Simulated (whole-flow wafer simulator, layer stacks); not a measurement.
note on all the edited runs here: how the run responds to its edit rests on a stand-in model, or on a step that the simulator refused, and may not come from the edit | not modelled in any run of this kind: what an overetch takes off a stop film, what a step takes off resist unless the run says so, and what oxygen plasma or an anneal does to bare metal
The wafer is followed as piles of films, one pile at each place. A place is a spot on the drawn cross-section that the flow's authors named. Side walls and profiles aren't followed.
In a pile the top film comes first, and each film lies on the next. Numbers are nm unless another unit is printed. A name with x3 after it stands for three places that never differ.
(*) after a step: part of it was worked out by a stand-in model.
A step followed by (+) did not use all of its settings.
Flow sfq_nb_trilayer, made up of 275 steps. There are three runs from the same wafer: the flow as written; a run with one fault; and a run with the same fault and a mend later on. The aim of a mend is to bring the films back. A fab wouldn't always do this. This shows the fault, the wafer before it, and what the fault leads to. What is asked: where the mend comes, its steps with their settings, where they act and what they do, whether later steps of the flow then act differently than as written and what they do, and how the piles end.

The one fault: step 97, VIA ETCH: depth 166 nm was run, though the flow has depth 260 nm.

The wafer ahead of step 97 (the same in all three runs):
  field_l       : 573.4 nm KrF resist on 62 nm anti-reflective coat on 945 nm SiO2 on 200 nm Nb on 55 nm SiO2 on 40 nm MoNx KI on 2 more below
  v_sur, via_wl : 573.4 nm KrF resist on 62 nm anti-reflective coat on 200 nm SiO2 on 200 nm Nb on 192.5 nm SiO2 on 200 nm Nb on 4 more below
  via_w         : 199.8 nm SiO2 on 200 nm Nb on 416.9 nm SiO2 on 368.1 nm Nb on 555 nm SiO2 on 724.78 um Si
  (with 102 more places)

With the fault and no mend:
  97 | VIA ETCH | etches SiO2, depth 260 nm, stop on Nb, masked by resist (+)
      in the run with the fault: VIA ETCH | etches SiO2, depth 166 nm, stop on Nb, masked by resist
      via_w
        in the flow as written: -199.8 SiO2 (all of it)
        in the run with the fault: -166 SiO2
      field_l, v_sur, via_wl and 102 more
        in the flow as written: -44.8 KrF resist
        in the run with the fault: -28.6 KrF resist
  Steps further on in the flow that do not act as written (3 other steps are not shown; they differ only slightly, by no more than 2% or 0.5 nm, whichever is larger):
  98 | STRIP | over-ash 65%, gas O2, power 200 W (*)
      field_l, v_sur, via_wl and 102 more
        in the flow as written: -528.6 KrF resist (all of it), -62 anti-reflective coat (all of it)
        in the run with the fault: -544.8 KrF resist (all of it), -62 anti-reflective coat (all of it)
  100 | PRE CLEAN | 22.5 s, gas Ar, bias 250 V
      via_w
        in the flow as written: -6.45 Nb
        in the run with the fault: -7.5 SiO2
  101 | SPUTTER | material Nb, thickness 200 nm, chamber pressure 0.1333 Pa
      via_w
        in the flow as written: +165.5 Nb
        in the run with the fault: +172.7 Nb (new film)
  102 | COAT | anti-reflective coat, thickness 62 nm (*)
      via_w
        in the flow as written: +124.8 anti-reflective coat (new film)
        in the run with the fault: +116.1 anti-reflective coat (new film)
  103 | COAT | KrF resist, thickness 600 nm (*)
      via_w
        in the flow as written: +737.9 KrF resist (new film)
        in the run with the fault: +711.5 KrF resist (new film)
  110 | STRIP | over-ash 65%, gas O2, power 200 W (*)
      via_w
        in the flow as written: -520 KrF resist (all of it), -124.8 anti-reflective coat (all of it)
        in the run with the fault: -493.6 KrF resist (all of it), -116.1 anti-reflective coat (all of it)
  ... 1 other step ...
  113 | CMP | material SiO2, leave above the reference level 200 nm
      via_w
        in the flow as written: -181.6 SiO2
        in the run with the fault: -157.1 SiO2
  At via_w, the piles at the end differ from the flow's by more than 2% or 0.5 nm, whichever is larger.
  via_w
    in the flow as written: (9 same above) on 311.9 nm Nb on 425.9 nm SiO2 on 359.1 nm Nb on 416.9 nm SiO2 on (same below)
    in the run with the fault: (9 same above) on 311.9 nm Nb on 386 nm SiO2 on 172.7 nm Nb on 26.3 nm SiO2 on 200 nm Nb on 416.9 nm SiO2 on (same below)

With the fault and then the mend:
  The mend follows step 98.
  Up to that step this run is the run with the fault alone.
  98a | COAT | anti-reflective coat, thickness 62 nm (*) (the flow's step 90 again)
      p4_fl x3, p4_w1 x9, p4_g1 x2 and 63 more
        +62 anti-reflective coat (new film)
      be_r, r_sur, res and 10 more
        +61.8 anti-reflective coat (new film)
      gap, jj_sur, ce_l, c5j, ce_r, sp_r
        +61.7 anti-reflective coat (new film)
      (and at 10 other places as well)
  98b | COAT | KrF resist, thickness 650 nm (*) (the flow's step 91 again)
      p4_fl x3, p4_w1 x9, p4_g1 x2 and 63 more
        +650 KrF resist (new film)
      res, r_end, moat, field_r, lsp_l, l0_sur, l0v
        +649.5 KrF resist (new film)
      ln_m5, lsp_m, ln_m6, lsp_r
        +649.6 KrF resist (new film)
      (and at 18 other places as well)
  98c | SOFTBAKE | KrF resist (the flow's step 92 again)
      alters no film at any place that is followed
  98d | EXPOSE | photomask I2, dose 11.91 mJ/cm2, NA 0.6, wavelength 248 nm (*) (the flow's step 93 again)
      alters no film at any place that is followed
  98e | PEB | KrF resist, 90 s (the flow's step 94 again)
      gap, jj_sur, ce_l and 93 more
        -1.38 KrF resist
      via_v, wire, be, be_sur
        -1.37 KrF resist
      field_l, via_sp
        -1.36 KrF resist
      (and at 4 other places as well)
  98f | DEVELOP | KrF resist, thickness 650 nm, 60 s (the flow's step 95 again)
      field_l, v_sur, via_wl and 102 more
        -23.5 KrF resist
      via_w
        -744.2 KrF resist (all of it)
  98g | VIA ETCH | etches anti-reflective coat, depth 125 nm, masked by resist (+) (the flow's step 96 again)
      field_l, v_sur, via_wl and 102 more
        -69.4 KrF resist
      via_w
        -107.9 anti-reflective coat (all of it)
  98h | VIA ETCH | etches SiO2, depth 94 nm, stop on Nb, masked by resist (+) (the flow's step 97 again, with other settings)
      field_l, v_sur, via_wl and 102 more
        -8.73 KrF resist
      via_w
        -33.8 SiO2 (all of it)
  98i | STRIP | over-ash 65%, gas O2, power 200 W (*) (the flow's step 98 again)
      p4_fl x3, p4_w1 x9, p4_g1 x2 and 63 more
        -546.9 KrF resist (all of it), -62 anti-reflective coat (all of it)
      field_r, lsp_l, ln_m5, lsp_m, ln_m6, lsp_r, l0_sur
        -546.5 KrF resist (all of it), -61.8 anti-reflective coat (all of it)
      r_sur, res, r_end, moat, l0v
        -546.4 KrF resist (all of it), -61.8 anti-reflective coat (all of it)
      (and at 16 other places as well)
  None of the later steps of the flow acts differently than as written at any place that is followed.
  At every place that both follow, the piles at the end match the flow's.
